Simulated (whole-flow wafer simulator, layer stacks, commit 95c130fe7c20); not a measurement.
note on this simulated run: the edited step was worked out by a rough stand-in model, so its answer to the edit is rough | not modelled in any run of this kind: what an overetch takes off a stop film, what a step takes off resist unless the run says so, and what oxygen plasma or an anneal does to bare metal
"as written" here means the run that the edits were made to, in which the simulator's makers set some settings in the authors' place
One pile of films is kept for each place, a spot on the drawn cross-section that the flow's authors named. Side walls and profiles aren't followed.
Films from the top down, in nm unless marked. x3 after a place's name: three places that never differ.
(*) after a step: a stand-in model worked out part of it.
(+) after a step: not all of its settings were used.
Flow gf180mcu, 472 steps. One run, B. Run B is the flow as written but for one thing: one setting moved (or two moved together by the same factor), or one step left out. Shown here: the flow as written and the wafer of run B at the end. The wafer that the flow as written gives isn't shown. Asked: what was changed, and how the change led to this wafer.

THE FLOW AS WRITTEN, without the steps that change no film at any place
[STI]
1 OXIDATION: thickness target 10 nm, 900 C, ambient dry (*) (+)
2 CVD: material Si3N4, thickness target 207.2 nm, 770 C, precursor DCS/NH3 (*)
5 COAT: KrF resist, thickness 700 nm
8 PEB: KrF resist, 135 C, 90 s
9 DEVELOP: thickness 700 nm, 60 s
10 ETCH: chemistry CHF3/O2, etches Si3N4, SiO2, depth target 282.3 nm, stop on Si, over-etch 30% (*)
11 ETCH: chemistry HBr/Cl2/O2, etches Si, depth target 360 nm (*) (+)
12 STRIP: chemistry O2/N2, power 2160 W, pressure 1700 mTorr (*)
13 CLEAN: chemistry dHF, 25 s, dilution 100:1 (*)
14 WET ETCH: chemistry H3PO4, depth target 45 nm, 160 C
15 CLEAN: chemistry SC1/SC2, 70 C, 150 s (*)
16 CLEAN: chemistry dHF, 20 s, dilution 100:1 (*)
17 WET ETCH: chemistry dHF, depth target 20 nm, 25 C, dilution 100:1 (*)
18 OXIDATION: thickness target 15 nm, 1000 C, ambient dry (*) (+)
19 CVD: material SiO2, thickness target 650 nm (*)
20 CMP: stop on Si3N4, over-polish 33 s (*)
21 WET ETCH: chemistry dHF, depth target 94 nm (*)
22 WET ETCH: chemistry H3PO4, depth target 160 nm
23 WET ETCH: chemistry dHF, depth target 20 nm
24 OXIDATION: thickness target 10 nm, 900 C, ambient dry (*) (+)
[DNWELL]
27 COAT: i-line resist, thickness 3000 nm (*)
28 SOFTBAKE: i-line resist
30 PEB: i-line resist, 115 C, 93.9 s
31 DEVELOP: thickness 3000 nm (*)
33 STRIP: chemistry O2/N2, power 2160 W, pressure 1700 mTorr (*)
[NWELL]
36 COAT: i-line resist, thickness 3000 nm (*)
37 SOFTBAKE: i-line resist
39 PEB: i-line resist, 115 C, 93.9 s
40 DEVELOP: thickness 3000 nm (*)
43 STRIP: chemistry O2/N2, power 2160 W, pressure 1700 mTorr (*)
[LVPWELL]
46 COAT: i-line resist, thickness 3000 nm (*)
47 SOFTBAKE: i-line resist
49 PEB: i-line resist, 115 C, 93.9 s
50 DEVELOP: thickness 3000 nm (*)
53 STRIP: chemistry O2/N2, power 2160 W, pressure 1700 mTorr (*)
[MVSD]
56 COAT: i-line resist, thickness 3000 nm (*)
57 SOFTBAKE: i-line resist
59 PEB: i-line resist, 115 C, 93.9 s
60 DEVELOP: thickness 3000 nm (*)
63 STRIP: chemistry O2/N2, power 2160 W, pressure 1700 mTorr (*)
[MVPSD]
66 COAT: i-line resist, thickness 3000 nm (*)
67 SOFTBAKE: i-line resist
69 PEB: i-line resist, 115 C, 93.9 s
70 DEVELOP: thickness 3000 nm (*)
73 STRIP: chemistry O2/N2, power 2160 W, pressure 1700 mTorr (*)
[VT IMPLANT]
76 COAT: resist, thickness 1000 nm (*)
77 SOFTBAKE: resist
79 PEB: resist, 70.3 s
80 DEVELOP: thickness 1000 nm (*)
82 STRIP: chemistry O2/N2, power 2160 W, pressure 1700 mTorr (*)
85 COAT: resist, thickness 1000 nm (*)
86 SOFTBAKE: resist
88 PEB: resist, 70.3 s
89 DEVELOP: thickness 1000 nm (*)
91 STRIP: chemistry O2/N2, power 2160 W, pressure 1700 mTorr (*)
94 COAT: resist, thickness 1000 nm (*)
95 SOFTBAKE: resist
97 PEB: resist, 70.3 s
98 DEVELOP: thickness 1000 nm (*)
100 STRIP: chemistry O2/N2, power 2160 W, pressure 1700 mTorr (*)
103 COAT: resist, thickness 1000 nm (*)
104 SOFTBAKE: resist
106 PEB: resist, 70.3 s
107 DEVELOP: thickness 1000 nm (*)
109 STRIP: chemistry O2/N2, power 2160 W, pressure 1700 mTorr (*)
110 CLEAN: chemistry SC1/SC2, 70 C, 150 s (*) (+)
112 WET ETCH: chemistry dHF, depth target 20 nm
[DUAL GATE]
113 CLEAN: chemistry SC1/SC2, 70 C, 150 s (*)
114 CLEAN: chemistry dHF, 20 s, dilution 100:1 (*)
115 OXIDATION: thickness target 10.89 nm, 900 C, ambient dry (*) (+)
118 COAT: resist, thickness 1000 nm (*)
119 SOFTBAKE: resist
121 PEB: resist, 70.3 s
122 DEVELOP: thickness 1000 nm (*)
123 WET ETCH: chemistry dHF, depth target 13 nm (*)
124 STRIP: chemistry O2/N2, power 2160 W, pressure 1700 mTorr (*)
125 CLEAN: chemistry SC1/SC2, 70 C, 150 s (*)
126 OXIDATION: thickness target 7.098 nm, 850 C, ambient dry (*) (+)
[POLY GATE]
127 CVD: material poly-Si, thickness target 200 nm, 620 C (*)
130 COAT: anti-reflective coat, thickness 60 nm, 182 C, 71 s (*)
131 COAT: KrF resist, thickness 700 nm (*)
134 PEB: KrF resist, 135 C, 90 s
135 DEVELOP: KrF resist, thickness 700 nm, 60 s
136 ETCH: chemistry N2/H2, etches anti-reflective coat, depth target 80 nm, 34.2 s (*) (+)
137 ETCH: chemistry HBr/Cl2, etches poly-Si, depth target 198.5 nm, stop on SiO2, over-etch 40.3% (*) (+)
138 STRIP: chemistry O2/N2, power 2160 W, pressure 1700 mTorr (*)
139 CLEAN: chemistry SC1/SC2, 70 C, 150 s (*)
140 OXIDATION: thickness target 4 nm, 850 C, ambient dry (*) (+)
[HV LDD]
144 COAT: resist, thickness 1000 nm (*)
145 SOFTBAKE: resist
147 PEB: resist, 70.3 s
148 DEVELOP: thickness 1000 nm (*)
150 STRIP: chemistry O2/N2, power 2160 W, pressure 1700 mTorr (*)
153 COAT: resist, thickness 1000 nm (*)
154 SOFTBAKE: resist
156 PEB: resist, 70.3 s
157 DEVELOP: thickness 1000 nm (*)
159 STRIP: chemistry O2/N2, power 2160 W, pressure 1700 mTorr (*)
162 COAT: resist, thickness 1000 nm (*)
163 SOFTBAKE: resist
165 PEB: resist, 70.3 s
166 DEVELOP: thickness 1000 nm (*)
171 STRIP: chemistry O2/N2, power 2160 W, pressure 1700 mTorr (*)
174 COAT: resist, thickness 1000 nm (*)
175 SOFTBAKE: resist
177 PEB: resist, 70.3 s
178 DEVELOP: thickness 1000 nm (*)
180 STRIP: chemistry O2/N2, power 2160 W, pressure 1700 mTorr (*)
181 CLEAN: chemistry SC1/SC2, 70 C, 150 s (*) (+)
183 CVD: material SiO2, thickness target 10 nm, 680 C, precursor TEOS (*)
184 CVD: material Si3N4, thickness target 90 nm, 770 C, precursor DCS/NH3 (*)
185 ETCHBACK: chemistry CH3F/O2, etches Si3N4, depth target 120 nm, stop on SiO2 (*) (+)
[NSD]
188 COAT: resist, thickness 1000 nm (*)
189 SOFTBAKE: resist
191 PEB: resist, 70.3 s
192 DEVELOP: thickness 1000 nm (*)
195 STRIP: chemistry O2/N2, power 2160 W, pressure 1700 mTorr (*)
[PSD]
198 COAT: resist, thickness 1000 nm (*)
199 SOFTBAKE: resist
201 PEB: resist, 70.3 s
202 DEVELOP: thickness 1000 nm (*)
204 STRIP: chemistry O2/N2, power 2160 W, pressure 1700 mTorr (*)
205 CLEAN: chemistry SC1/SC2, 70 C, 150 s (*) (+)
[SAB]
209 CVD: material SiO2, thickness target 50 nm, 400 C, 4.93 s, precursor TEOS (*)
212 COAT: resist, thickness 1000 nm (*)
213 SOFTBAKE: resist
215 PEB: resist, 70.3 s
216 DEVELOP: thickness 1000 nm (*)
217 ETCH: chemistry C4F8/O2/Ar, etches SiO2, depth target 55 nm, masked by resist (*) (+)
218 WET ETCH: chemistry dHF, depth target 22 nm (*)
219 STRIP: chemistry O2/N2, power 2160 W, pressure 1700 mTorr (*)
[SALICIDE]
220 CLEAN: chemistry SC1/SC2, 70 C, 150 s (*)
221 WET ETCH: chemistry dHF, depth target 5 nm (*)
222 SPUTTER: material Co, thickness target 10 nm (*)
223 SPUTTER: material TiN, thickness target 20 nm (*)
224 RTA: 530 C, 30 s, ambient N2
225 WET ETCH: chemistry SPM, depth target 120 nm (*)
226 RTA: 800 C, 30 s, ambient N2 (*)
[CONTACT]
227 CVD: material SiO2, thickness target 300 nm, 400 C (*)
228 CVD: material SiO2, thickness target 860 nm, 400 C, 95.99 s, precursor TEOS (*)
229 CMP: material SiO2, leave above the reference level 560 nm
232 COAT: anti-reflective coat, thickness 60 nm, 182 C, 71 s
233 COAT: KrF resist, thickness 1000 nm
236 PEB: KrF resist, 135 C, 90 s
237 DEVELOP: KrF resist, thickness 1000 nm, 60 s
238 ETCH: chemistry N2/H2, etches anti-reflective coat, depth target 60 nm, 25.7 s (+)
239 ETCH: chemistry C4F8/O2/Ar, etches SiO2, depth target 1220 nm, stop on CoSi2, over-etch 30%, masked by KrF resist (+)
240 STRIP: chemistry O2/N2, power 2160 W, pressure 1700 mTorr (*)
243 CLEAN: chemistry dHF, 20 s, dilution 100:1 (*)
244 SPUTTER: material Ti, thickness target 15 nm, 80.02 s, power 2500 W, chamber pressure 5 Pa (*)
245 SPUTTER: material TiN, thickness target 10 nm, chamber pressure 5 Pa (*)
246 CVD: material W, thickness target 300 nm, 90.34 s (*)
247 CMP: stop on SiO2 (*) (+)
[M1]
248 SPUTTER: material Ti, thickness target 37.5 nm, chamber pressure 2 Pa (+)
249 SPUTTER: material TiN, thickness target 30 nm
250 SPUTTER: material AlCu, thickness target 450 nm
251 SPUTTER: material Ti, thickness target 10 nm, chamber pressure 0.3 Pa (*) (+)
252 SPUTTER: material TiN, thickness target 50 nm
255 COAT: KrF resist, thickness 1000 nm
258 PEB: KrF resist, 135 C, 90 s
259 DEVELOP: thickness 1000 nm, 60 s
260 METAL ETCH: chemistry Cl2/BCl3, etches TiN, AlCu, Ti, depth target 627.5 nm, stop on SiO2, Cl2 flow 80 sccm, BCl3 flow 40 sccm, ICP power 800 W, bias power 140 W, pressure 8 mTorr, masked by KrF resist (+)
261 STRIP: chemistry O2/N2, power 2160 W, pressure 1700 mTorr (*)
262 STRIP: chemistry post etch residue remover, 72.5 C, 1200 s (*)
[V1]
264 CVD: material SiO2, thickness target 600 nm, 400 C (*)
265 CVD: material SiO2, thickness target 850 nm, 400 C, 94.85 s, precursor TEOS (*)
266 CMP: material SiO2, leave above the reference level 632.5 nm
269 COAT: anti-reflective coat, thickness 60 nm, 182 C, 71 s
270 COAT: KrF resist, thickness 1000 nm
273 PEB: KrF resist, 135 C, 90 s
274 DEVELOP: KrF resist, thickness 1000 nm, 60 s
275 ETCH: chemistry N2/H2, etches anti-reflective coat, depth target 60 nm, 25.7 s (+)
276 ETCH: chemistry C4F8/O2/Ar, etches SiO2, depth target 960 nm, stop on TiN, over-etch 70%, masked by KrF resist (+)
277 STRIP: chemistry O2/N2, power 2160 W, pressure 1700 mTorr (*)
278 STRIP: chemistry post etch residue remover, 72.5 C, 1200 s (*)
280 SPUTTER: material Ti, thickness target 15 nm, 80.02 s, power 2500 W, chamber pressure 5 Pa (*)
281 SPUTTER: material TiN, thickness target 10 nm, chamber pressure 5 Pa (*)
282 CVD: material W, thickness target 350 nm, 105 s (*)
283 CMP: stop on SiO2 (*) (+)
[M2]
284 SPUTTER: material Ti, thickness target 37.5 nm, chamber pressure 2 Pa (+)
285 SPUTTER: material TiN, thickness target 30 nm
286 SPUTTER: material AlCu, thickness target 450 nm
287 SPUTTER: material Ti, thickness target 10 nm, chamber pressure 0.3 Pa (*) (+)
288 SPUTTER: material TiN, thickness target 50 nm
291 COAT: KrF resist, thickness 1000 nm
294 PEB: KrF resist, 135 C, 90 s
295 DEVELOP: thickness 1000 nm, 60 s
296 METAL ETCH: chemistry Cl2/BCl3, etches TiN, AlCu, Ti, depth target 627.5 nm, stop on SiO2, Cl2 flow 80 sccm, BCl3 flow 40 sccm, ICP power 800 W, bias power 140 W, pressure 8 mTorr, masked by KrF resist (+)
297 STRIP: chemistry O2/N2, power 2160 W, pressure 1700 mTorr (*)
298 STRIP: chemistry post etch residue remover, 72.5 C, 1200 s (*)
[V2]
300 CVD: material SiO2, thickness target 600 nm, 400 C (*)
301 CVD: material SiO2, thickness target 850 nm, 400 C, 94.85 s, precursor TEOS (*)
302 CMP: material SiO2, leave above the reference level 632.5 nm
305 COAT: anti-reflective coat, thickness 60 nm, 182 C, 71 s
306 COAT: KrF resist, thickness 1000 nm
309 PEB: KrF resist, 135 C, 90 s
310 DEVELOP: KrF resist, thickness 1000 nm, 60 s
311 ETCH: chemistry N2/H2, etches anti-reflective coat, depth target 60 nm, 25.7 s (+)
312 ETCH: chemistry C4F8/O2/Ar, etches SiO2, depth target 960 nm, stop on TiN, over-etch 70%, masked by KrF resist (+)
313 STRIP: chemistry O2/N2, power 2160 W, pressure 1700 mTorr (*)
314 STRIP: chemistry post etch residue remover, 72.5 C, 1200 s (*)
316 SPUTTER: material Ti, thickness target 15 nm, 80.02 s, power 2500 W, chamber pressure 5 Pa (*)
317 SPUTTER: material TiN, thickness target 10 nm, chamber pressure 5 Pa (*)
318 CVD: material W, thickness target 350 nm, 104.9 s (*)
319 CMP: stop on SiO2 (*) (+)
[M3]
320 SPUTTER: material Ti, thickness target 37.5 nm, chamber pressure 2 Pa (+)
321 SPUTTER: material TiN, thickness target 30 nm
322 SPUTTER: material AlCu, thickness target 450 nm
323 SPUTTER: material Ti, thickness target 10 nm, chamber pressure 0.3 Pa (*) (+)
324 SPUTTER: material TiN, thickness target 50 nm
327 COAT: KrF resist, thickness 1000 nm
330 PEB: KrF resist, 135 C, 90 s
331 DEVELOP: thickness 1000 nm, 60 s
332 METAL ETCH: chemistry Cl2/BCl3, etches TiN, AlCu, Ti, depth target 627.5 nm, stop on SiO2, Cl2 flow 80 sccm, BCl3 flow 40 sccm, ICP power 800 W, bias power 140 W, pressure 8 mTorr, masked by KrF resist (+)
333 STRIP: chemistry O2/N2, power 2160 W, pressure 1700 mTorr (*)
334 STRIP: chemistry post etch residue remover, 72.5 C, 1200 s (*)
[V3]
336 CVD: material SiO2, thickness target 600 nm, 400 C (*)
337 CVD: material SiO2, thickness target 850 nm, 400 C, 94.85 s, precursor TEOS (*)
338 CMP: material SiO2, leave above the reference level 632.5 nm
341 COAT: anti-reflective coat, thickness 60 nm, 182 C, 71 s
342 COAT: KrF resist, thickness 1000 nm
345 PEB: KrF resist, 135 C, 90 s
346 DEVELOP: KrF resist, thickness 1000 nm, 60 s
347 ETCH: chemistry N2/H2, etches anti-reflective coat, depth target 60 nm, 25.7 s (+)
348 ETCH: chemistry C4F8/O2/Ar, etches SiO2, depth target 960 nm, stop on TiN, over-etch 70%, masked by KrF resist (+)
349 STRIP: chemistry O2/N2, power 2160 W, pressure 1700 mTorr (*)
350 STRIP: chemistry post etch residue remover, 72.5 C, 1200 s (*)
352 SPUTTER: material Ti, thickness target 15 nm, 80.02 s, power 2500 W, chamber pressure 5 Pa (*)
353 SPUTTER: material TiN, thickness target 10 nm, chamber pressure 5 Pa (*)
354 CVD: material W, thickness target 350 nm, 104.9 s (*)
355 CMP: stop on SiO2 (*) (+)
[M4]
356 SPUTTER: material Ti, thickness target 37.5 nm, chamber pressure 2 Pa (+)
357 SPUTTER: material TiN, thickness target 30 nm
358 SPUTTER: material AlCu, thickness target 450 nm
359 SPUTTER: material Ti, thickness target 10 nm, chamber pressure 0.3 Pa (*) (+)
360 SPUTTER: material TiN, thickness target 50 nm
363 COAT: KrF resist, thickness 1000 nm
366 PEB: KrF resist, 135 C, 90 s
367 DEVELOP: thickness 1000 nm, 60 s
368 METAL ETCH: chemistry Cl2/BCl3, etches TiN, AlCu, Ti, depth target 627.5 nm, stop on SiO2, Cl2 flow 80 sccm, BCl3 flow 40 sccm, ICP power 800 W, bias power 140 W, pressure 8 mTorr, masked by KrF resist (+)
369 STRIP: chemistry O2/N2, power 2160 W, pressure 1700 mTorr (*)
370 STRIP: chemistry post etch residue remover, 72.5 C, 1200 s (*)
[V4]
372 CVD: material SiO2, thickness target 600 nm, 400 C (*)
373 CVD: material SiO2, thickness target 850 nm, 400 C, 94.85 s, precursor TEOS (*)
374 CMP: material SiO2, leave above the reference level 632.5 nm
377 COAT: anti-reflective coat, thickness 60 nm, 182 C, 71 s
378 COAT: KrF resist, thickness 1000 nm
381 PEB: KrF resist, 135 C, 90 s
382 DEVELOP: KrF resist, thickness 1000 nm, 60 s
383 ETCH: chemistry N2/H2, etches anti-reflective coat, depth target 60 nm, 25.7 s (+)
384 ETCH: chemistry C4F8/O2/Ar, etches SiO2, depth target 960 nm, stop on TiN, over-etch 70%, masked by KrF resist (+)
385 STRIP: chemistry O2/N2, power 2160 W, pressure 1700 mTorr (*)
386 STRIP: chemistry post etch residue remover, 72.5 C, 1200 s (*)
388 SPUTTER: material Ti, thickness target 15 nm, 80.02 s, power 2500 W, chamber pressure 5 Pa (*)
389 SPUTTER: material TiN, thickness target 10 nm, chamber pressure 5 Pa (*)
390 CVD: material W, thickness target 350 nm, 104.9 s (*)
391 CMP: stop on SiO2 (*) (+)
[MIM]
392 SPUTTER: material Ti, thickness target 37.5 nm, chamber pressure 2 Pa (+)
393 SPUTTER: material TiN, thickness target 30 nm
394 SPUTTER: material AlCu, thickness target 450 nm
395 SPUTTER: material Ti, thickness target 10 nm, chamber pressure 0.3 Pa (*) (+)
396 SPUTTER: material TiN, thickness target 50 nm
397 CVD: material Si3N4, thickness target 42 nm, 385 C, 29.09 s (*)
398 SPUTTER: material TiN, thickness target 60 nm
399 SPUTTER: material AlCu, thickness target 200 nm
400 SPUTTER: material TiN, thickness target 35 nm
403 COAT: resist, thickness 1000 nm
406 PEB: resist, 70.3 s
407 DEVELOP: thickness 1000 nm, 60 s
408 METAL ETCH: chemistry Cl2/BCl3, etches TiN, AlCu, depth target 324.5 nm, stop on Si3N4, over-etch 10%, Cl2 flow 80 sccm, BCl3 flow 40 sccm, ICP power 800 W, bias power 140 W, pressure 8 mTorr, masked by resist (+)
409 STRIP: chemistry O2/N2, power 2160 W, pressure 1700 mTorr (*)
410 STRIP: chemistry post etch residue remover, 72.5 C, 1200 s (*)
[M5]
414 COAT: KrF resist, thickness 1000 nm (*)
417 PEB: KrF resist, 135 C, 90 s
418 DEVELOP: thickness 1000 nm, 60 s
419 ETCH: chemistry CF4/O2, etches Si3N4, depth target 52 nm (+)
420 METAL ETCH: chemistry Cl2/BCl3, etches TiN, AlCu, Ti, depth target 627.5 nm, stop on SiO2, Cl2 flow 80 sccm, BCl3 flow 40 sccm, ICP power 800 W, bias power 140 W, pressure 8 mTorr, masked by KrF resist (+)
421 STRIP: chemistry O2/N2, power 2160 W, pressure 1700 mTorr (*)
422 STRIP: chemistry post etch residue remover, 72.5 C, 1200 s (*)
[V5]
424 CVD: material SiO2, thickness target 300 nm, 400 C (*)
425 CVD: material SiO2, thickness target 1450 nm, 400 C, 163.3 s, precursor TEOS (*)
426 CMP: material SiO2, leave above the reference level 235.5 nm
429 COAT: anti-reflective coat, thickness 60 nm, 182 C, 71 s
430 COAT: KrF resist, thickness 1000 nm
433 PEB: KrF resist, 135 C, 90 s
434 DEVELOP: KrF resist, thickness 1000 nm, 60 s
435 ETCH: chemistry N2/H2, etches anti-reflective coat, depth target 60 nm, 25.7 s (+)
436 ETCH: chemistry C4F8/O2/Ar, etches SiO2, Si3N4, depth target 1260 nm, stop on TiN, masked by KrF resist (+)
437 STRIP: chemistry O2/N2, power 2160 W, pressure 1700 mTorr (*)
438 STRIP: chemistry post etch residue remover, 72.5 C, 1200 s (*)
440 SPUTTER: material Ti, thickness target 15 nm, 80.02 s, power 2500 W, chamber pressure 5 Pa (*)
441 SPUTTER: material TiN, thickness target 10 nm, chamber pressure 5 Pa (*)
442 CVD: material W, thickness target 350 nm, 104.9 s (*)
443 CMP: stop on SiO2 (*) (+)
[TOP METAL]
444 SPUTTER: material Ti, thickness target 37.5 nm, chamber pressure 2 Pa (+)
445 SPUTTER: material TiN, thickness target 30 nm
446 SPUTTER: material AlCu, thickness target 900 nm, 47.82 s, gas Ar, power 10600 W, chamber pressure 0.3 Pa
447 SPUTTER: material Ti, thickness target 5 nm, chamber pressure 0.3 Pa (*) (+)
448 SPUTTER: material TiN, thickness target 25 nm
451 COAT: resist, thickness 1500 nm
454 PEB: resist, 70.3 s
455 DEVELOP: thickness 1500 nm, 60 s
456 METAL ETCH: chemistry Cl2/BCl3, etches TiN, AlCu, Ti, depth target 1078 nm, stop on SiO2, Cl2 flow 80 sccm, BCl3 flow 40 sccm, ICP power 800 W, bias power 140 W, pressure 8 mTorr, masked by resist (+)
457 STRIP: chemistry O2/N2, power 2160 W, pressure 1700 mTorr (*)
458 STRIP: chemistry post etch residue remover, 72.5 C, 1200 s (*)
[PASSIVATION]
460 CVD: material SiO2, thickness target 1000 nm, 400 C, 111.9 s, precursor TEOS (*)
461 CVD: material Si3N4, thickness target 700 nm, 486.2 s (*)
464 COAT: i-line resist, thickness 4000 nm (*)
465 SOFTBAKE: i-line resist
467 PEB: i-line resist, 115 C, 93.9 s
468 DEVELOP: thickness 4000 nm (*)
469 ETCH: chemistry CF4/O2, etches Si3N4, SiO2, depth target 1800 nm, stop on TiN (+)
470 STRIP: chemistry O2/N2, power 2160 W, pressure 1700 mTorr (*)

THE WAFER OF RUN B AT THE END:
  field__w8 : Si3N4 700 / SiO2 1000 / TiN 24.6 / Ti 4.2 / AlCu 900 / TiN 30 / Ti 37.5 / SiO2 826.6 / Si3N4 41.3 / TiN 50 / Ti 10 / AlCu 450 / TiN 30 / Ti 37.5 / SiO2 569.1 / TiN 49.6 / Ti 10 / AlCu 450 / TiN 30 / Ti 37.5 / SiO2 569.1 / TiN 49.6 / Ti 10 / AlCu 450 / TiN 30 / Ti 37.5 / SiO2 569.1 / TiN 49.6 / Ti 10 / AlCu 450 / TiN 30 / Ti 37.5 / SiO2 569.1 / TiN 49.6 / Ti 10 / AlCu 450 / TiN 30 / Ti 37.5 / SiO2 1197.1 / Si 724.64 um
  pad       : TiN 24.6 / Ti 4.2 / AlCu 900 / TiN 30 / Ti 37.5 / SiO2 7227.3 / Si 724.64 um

The cause: step 447, SPUTTER: thickness target 4.2 nm was run, where the flow has thickness target 5 nm.
It can be read off the wafer: field__w8 has Ti 4.2, and step 447 as written asks for 5 nm.

How the change led to this, step by step:
  447 SPUTTER: material Ti, thickness target 5 nm, chamber pressure 0.3 Pa (*) (+)
      field, field__w1, field__w2 and 109 more: Ti +4.2 (new film) (as written it would be: Ti +5 (new film))
  456 METAL ETCH: chemistry Cl2/BCl3, etches TiN, AlCu, Ti, depth target 1078 nm, stop on SiO2, Cl2 flow 80 sccm, BCl3 flow 40 sccm, ICP power 800 W, bias power 140 W, pressure 8 mTorr, masked by resist (+)
      field, field__w1, field__w2 and 103 more: TiN -25 (all of it), Ti -4.2 (all of it), AlCu -900 (all of it), TiN -30 (all of it), Ti -37.5 (all of it) (as written it would be: TiN -25 (all of it), Ti -5 (all of it), AlCu -900 (all of it), TiN -30 (all of it), Ti -37.5 (all of it))
